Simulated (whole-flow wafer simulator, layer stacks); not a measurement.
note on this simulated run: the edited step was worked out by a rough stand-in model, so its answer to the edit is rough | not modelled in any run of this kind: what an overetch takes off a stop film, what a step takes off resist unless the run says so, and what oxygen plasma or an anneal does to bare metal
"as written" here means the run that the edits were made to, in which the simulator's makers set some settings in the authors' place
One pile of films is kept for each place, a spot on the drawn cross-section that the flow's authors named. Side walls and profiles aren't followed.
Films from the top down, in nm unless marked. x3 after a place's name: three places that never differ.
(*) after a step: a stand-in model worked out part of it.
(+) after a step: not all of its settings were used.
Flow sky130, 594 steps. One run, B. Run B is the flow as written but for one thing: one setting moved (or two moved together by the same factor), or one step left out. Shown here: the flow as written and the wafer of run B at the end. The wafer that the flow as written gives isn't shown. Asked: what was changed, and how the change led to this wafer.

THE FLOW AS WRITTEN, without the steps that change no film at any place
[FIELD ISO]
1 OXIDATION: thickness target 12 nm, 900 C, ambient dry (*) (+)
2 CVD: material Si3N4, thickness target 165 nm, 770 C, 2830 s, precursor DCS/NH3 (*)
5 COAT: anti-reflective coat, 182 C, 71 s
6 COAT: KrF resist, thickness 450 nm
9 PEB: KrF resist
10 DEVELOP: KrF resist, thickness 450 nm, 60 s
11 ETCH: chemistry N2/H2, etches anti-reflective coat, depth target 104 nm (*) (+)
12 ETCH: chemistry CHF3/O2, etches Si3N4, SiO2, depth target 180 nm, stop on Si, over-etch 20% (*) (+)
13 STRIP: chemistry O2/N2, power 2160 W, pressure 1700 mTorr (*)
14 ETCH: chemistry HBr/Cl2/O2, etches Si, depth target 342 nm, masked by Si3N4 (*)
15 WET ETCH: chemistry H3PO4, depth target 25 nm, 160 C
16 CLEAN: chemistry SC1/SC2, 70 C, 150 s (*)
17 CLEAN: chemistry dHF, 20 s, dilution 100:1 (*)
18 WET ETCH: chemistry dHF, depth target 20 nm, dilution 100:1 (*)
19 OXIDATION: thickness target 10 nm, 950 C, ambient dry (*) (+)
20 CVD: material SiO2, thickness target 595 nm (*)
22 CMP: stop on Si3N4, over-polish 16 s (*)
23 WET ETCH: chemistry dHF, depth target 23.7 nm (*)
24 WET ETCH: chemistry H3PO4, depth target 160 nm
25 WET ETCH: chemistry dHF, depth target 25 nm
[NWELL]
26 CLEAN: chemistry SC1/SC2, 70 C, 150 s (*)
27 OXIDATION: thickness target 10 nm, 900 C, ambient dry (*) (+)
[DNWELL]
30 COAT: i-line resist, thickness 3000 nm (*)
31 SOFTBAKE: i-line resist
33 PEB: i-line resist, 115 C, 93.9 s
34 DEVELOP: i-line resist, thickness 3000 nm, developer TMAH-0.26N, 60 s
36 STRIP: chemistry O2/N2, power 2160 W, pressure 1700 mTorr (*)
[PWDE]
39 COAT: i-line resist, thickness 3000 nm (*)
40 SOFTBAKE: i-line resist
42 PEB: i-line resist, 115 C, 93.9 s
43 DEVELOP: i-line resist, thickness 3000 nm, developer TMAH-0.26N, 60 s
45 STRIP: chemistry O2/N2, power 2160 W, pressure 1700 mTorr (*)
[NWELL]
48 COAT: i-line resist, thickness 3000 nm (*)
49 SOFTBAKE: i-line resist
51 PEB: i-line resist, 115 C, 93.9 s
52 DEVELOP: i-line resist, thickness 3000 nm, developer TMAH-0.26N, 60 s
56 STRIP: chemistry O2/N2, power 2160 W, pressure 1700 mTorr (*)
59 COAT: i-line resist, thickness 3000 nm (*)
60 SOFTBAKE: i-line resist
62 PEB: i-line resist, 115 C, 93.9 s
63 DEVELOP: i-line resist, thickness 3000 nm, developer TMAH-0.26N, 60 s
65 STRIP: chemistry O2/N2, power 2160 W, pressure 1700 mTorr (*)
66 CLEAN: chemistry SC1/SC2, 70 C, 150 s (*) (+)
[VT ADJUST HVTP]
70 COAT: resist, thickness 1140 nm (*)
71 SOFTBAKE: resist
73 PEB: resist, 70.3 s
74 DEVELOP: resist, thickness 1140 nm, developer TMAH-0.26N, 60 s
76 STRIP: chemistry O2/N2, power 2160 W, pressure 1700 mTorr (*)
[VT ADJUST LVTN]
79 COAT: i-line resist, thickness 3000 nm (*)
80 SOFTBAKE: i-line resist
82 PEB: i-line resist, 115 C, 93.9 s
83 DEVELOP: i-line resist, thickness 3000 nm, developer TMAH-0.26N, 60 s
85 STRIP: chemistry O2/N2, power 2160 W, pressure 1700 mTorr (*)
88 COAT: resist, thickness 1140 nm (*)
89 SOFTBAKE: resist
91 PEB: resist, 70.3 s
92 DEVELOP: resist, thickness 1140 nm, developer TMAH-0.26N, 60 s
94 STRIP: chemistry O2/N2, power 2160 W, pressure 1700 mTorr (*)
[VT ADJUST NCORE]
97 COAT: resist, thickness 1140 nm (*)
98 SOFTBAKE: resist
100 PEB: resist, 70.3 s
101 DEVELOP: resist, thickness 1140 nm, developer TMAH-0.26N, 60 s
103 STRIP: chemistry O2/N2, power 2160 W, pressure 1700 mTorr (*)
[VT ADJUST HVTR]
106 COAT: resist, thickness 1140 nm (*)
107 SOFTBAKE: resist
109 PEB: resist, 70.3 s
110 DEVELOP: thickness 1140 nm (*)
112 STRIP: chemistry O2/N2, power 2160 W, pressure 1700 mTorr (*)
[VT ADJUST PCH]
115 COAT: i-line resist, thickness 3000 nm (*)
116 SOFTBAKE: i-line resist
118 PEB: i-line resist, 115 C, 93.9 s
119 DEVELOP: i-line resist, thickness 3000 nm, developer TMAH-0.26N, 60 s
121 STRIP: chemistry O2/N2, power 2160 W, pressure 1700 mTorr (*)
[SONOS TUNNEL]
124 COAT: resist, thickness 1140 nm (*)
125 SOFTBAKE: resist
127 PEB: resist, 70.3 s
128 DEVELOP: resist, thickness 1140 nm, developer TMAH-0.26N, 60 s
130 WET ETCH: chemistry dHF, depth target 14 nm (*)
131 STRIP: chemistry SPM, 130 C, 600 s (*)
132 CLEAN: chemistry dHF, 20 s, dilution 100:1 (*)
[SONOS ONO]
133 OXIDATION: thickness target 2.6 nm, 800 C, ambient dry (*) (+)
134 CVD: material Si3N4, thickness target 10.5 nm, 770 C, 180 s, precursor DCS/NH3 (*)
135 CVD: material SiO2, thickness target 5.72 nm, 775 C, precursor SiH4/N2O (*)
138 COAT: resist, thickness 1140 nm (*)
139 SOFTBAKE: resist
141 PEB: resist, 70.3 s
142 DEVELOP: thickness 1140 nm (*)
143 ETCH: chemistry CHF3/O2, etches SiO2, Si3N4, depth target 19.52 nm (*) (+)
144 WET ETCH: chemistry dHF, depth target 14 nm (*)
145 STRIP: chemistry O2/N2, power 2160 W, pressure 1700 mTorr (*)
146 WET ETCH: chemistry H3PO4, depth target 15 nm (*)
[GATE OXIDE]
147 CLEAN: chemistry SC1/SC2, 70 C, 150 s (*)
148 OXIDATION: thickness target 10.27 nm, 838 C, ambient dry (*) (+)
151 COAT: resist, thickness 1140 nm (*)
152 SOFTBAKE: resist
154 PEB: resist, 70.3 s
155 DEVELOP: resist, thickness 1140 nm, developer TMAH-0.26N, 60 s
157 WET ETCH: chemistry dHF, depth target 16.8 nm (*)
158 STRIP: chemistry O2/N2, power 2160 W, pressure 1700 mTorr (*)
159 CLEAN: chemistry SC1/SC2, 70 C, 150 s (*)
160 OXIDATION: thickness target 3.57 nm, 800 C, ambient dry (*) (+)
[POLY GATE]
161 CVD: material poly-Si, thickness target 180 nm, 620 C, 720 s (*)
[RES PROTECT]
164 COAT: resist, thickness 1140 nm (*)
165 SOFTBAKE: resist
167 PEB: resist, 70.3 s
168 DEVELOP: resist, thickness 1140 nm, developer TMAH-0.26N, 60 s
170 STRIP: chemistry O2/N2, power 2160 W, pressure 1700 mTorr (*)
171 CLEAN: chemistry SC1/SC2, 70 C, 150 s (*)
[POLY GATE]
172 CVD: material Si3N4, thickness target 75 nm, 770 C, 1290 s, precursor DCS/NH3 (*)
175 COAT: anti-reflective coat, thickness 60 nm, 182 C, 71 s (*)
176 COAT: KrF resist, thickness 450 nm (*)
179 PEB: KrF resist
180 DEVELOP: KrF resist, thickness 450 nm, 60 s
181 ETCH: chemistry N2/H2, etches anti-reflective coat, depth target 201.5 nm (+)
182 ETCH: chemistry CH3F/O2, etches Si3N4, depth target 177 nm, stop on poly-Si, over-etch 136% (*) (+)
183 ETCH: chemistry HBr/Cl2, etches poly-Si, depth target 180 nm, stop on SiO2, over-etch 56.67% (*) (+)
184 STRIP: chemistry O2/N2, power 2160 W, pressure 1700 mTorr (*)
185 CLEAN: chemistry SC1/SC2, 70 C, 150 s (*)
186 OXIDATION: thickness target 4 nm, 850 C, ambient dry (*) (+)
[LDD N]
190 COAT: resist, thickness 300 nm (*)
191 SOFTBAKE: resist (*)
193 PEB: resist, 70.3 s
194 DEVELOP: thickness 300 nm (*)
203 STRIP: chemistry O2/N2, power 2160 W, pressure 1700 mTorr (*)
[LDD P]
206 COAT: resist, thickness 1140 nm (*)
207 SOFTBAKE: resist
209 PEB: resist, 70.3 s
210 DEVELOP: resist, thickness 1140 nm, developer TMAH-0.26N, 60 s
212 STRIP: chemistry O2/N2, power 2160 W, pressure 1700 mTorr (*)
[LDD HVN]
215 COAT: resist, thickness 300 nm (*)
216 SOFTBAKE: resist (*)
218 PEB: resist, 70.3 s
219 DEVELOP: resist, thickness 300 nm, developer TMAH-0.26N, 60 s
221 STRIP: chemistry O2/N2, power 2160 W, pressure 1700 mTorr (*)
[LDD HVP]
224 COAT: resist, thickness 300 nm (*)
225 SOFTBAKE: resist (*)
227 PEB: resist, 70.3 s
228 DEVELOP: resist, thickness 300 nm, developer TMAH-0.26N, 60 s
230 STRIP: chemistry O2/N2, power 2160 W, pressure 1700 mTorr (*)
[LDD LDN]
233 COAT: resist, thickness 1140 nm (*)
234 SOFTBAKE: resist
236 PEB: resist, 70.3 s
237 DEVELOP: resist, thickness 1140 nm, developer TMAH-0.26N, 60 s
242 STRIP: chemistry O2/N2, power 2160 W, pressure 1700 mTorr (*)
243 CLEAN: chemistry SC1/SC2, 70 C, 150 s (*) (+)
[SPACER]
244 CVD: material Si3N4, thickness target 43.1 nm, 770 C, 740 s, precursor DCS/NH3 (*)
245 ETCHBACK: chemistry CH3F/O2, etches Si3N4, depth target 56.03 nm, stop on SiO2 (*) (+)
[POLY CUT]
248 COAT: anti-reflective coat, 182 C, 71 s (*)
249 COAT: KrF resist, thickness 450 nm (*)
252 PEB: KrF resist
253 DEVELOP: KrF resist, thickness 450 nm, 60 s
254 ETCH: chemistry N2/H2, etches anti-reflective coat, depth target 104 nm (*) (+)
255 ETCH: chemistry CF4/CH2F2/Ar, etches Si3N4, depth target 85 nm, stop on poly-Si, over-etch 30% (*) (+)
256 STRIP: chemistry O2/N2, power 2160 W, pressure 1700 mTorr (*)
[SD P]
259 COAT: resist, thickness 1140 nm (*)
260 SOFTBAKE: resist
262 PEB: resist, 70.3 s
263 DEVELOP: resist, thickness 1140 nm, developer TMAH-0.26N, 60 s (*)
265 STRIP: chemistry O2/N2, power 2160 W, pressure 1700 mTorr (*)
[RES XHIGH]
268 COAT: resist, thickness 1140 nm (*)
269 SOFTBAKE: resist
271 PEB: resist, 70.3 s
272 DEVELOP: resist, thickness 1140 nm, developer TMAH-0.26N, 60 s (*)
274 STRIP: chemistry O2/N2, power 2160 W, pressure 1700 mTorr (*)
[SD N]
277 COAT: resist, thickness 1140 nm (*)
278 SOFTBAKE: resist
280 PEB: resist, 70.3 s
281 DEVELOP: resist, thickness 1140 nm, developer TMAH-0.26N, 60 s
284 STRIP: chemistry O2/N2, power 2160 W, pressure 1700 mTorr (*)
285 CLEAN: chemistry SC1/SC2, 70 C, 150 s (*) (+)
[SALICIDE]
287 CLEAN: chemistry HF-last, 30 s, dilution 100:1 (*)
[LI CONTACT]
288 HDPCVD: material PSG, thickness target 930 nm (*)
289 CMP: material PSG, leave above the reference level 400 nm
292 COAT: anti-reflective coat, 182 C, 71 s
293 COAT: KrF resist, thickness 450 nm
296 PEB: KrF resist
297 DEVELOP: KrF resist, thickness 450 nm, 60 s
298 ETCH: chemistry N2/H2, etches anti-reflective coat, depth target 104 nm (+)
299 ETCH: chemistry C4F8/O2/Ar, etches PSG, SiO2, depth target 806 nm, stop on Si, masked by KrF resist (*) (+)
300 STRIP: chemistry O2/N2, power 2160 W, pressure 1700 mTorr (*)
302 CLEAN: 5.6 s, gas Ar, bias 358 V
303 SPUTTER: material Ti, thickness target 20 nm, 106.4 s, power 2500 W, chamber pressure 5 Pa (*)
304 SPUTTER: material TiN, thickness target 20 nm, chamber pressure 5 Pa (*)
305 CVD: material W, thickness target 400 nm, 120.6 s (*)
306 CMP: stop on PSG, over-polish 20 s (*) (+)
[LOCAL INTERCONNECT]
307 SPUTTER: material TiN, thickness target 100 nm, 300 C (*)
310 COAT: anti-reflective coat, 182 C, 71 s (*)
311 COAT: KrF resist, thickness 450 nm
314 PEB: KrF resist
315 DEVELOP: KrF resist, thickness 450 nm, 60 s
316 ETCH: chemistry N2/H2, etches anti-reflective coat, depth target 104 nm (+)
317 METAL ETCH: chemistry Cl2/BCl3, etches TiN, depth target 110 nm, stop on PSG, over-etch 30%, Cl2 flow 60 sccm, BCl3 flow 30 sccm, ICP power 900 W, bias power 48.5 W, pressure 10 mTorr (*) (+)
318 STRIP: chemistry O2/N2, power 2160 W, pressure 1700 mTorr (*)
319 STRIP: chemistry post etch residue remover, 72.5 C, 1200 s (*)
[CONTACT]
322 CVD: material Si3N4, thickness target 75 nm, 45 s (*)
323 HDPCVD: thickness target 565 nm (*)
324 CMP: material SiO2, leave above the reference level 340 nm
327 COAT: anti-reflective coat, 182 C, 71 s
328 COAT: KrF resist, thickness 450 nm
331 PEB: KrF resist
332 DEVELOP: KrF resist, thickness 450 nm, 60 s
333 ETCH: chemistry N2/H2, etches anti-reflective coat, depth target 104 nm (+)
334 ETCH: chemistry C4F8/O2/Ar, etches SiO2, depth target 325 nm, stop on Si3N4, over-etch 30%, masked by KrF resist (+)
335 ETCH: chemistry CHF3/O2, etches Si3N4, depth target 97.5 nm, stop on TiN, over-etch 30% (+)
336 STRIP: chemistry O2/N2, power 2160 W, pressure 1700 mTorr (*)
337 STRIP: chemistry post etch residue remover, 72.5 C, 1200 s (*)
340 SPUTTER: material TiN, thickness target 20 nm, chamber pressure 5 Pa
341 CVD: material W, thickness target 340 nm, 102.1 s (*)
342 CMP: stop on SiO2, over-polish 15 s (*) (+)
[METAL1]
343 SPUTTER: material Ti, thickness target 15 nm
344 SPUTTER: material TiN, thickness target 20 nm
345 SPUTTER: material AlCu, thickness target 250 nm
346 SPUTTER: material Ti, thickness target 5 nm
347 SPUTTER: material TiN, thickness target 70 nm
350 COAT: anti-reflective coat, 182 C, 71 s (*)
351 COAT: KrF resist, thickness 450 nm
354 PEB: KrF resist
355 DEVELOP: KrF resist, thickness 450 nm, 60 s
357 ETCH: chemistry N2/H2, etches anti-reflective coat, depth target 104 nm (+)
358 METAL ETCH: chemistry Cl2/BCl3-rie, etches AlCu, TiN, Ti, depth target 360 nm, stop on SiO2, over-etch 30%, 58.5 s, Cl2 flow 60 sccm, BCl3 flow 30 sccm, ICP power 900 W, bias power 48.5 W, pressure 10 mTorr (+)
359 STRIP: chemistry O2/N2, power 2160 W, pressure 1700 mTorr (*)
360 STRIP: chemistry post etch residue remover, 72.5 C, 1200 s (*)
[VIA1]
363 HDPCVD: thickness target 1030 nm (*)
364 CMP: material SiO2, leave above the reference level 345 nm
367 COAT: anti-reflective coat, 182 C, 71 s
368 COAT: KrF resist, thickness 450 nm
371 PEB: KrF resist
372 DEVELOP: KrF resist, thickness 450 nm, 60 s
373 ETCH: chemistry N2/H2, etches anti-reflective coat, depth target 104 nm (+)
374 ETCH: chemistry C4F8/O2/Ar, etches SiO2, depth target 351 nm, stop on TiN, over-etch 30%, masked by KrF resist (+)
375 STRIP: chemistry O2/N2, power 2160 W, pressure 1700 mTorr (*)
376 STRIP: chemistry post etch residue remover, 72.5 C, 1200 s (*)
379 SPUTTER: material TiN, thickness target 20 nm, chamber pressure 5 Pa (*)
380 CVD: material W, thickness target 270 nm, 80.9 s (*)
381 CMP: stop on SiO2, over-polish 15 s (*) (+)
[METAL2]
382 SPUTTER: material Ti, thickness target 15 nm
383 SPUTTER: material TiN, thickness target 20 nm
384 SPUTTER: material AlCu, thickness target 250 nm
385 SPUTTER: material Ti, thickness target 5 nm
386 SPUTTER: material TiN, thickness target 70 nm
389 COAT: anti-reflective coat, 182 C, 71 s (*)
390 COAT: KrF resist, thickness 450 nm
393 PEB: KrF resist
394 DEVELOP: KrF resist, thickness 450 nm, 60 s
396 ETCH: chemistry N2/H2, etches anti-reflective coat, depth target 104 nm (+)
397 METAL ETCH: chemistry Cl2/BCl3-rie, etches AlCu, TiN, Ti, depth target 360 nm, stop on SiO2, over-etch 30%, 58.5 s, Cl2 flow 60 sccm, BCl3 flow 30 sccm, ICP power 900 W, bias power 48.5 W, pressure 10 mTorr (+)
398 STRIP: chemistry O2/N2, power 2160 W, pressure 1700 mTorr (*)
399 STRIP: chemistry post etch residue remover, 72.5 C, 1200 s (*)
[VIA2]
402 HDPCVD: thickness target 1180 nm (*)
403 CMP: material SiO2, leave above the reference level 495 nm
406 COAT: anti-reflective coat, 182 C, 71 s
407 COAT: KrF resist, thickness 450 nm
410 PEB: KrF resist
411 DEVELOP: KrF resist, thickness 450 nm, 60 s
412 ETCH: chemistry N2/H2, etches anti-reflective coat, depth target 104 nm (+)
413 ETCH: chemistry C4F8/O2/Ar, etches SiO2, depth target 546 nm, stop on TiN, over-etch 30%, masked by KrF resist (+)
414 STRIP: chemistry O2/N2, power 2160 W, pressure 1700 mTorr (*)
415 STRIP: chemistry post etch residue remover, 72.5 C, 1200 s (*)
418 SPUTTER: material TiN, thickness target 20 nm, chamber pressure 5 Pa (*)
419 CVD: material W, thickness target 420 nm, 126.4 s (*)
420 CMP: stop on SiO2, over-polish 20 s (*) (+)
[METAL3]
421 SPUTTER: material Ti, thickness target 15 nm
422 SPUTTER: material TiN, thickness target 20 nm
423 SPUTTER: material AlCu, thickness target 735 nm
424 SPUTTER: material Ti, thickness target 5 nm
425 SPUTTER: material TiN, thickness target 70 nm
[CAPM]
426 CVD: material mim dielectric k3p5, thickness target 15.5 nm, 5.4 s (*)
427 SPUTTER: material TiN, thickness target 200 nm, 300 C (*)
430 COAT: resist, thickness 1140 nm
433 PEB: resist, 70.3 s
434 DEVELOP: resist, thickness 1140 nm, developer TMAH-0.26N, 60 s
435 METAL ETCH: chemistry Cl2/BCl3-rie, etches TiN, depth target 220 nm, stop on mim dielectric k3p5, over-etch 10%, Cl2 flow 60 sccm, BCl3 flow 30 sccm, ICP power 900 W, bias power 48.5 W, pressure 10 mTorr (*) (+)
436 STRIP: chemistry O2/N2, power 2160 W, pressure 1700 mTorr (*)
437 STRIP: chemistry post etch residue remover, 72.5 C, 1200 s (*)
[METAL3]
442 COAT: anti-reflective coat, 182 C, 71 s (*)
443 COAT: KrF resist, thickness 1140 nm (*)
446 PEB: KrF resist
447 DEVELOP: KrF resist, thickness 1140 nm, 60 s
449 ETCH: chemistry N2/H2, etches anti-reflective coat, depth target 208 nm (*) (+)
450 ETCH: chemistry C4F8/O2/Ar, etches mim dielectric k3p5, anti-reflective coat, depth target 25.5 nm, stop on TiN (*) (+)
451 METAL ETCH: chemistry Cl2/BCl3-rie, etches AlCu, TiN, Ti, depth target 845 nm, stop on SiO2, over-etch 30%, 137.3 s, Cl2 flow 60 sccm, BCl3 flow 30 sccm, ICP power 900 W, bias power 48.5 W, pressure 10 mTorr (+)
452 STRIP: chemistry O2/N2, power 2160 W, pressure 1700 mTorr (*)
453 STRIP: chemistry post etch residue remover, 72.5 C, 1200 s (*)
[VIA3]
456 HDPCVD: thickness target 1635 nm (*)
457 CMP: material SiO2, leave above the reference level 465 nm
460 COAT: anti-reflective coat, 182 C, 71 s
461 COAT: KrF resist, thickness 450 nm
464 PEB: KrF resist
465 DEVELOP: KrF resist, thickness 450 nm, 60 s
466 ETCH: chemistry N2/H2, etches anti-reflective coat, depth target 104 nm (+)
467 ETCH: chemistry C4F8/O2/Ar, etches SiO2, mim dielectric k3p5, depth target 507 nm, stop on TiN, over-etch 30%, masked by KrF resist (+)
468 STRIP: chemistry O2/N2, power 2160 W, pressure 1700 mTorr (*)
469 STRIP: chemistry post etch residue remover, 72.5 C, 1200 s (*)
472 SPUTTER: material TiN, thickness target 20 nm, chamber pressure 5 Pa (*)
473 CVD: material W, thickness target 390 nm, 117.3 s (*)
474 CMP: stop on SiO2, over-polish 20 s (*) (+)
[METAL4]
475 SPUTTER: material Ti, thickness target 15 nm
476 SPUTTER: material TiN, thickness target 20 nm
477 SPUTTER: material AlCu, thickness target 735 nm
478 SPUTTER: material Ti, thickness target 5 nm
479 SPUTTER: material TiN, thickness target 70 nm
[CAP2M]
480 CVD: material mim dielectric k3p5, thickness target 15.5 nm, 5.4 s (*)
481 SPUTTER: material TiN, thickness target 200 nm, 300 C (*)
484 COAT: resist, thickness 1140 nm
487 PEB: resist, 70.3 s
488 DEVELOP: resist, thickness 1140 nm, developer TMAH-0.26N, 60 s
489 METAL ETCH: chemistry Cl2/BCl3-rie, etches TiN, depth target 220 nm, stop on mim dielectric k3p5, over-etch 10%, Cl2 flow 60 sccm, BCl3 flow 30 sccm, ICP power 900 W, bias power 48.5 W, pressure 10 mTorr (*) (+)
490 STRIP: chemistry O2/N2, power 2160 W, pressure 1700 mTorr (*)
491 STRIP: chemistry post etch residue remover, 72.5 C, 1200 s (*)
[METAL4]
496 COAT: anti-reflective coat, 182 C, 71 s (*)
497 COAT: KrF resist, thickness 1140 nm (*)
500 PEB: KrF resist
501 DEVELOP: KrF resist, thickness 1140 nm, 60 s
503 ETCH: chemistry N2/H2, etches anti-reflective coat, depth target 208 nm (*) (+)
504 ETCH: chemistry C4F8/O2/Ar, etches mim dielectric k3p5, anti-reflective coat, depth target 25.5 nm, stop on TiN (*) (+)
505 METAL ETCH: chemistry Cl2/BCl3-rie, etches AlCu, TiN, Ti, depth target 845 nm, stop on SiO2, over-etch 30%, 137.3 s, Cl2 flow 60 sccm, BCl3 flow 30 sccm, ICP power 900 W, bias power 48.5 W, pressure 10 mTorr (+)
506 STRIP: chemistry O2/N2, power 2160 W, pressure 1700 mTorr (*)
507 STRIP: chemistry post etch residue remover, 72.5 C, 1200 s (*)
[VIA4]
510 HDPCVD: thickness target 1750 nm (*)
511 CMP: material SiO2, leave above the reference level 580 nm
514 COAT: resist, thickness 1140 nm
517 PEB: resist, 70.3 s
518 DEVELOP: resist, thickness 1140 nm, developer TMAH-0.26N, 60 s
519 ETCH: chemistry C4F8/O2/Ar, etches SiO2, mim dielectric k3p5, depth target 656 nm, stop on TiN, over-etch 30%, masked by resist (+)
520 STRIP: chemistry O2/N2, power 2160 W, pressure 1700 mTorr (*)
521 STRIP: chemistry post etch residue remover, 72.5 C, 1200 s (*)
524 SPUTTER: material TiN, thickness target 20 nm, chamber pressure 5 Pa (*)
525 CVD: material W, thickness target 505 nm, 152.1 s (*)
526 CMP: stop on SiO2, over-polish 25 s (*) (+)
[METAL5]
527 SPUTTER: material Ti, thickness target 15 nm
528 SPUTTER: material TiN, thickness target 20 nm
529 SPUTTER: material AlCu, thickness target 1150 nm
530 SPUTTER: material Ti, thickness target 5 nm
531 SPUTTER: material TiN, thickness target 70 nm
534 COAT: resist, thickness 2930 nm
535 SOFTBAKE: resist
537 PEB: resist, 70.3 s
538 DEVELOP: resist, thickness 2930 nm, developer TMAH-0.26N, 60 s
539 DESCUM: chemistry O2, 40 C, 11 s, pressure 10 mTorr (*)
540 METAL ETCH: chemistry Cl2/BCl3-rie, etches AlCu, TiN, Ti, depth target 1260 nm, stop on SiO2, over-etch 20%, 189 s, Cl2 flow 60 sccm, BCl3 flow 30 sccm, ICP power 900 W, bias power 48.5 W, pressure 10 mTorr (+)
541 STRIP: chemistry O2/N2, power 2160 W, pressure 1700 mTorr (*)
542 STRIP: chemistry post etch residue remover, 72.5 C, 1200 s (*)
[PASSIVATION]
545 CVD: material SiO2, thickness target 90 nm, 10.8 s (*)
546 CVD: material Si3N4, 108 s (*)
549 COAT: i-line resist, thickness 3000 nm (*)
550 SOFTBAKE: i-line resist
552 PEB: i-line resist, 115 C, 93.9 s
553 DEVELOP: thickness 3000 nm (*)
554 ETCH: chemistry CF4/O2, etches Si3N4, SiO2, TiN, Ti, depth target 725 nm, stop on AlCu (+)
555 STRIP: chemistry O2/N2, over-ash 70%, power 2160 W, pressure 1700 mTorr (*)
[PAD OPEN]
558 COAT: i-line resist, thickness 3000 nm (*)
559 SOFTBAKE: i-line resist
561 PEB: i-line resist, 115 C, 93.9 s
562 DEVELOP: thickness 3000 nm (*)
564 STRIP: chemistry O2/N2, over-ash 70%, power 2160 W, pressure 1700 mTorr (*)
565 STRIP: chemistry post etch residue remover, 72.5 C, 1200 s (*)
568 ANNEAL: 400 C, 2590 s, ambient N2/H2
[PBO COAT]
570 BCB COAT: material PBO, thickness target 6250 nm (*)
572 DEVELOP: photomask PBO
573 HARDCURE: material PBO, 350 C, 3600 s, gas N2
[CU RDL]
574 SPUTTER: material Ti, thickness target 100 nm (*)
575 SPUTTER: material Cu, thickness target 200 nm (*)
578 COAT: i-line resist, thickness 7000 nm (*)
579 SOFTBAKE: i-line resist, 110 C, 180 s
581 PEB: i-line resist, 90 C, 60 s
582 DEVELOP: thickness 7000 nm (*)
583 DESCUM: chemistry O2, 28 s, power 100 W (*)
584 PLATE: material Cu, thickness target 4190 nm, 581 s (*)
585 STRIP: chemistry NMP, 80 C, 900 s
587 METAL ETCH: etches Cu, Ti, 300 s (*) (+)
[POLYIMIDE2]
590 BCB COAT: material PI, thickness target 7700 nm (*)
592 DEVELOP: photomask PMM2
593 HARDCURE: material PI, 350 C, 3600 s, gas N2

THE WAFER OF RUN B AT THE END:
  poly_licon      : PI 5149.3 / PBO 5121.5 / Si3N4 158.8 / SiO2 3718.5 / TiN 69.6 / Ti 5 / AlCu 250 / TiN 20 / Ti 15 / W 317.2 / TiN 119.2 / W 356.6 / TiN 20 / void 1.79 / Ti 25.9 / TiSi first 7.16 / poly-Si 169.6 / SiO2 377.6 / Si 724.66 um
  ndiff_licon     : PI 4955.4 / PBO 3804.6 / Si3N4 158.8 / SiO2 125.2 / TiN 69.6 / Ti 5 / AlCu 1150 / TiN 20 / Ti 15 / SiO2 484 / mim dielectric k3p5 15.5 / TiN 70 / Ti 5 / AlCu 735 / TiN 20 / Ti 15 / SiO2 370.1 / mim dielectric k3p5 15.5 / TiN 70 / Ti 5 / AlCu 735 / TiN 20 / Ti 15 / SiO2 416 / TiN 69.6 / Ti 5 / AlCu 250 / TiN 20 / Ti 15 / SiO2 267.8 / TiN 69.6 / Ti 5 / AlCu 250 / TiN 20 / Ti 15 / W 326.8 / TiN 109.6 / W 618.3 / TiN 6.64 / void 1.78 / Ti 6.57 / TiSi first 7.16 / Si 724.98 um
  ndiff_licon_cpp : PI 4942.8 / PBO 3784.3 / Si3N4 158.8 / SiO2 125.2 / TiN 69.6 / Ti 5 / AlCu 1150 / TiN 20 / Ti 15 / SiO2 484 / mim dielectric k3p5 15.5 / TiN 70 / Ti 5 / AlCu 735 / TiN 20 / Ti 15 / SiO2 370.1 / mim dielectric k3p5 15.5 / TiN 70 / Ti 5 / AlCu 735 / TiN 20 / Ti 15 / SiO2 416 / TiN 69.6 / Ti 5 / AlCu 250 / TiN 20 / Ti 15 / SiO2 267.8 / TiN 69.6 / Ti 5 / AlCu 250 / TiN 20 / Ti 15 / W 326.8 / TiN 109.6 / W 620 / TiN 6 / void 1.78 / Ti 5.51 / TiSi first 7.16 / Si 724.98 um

The cause: step 303, SPUTTER: 159.6 s was run, where the flow has 106.4 s.

How the change led to this, step by step:
  303 SPUTTER: material Ti, thickness target 20 nm, 106.4 s, power 2500 W, chamber pressure 5 Pa (*)
      field, active, n_well and 185 more: Ti +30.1 (new film) (as written it would be: Ti +20 (new film))
      ndiff_licon: Ti +10.8 (new film) (as written it would be: Ti +7.24 (new film))
      (and at 2 more places)
  306 CMP: stop on PSG, over-polish 20 s (*) (+)
      field, active, n_well and 184 more: W -400 (all of it), TiN -20 (all of it), Ti -30.1 (all of it), PSG -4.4 (as written it would be: W -400 (all of it), TiN -20 (all of it), Ti -20 (all of it), PSG -4.4)
      ndiff_licon, ndiff_licon_cpp, rpo_hd_licon: W -455 (as written it would be: W -444.9)
      (and at 1 more place)
